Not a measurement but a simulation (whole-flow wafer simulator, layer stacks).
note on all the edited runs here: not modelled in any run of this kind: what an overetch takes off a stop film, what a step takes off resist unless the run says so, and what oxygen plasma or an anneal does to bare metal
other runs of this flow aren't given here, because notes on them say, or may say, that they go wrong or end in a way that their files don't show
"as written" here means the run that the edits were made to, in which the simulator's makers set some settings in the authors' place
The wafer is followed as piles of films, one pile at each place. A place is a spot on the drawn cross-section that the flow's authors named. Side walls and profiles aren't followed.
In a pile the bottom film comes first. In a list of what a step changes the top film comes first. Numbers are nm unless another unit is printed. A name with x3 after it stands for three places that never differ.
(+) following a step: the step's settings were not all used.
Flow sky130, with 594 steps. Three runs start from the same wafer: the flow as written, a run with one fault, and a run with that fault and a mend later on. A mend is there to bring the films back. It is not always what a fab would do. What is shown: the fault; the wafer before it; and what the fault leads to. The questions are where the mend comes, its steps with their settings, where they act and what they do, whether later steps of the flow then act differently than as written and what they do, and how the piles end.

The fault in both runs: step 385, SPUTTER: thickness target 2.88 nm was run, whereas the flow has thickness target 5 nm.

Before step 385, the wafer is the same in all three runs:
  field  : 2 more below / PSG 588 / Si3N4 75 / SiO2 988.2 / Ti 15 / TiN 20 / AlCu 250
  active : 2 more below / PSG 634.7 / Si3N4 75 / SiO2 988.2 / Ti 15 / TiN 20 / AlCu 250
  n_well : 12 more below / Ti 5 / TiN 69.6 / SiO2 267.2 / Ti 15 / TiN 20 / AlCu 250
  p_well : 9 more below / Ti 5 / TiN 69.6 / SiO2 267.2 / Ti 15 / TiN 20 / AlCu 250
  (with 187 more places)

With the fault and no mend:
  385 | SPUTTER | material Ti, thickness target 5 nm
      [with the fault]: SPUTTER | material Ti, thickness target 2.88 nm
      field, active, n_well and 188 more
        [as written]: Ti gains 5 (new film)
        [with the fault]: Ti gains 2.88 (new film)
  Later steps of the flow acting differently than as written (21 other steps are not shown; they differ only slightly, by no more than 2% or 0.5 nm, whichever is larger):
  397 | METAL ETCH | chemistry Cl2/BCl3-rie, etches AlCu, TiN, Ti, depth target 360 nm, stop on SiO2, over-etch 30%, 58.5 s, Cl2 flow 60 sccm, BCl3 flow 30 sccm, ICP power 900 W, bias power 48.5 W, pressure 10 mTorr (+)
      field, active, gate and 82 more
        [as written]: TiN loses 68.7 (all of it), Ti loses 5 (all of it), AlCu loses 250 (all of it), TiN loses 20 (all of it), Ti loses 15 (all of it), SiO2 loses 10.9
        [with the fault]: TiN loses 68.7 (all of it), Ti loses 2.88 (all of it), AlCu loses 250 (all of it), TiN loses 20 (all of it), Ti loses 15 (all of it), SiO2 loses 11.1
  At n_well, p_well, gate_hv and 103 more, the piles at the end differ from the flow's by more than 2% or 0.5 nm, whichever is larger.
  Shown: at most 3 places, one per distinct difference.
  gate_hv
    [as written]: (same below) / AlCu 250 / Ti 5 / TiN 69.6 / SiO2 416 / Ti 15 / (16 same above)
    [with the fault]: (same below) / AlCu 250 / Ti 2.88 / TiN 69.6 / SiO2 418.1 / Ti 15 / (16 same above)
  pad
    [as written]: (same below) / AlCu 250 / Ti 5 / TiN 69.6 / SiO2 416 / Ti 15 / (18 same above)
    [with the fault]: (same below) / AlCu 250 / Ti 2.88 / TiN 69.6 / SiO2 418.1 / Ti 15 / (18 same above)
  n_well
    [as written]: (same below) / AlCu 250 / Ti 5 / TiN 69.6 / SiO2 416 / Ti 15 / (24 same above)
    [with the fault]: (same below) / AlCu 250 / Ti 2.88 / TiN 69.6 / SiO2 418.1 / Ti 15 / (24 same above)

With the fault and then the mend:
  After step 385 comes the mend.
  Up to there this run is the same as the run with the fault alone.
  385a | SPUTTER | material Ti, thickness target 2.12 nm (the flow's step 385, run once more with other settings)
      field, active, n_well and 188 more
        Ti gains 2.12
  Every later step of the flow that is run acts as written at every place that is followed.
  At every place that both follow, the piles at the end match the flow's.
